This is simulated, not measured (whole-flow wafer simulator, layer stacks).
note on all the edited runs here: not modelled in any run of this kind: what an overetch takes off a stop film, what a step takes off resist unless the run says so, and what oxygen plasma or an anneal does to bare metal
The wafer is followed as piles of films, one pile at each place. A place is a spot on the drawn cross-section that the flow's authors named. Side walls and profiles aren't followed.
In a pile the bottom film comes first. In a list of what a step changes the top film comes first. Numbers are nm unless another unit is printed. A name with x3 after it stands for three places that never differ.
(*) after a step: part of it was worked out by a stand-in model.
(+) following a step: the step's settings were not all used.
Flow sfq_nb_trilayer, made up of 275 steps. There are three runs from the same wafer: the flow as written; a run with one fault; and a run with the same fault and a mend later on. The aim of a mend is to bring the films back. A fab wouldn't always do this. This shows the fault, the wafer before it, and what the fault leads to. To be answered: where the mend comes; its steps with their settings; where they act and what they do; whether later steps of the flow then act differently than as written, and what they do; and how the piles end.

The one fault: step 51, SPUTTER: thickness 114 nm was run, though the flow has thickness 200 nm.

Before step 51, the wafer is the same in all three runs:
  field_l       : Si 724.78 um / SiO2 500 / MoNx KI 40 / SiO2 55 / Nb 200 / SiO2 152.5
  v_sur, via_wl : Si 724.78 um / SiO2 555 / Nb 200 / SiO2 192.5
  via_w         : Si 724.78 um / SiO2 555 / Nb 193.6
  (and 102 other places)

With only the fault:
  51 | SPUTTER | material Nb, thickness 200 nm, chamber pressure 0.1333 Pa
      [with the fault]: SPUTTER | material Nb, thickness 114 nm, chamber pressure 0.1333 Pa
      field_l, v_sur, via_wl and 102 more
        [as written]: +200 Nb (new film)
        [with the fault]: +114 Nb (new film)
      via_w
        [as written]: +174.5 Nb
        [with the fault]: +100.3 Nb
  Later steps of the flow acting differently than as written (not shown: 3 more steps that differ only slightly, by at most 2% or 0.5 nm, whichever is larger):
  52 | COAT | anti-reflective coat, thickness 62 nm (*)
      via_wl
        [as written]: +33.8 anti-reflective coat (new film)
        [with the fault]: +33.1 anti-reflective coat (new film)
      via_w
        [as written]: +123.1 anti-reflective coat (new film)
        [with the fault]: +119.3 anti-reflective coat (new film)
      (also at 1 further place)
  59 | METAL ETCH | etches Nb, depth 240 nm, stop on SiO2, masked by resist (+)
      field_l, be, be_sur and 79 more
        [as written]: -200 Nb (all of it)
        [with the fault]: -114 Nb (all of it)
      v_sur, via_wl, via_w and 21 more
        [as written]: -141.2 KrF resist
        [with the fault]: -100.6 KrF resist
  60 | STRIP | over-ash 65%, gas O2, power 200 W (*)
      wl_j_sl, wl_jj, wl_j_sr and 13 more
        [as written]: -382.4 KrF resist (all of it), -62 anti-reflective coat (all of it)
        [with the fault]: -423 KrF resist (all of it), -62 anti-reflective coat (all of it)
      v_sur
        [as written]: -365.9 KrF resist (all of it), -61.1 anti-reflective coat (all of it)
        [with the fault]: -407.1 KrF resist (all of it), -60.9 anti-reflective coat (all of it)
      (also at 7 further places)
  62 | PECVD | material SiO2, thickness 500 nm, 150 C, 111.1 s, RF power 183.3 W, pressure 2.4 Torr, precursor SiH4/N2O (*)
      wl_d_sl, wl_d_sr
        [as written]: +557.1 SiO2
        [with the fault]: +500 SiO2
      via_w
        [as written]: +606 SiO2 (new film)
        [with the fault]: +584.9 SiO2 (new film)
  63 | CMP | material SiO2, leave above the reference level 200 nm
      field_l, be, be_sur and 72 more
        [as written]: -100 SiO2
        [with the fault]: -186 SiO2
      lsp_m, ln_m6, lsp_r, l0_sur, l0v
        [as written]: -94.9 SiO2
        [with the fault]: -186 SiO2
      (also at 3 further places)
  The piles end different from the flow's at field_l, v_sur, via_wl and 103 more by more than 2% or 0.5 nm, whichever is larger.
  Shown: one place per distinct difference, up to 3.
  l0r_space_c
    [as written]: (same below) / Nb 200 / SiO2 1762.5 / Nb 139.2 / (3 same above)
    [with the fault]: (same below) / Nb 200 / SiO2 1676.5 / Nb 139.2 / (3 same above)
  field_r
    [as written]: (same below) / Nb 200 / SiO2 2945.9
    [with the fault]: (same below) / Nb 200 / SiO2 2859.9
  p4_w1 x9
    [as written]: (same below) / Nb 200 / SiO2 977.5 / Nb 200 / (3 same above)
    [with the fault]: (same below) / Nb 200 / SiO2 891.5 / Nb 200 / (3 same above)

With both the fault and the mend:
  The mend follows step 51.
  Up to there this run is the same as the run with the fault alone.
  51a | SPUTTER | material Nb, thickness 86 nm, chamber pressure 0.1333 Pa (the flow's step 51, run once more with other settings)
      field_l, v_sur, via_wl and 102 more
        +86 Nb
      via_w
        +70 Nb
  Later steps of the flow that are run all act as written at every place that is followed, up to a difference of at most 2% or 0.5 nm, whichever is larger.
  At the end the piles are close to the flow's at the places that both follow, differing by at most 2% or 0.5 nm, whichever is larger.
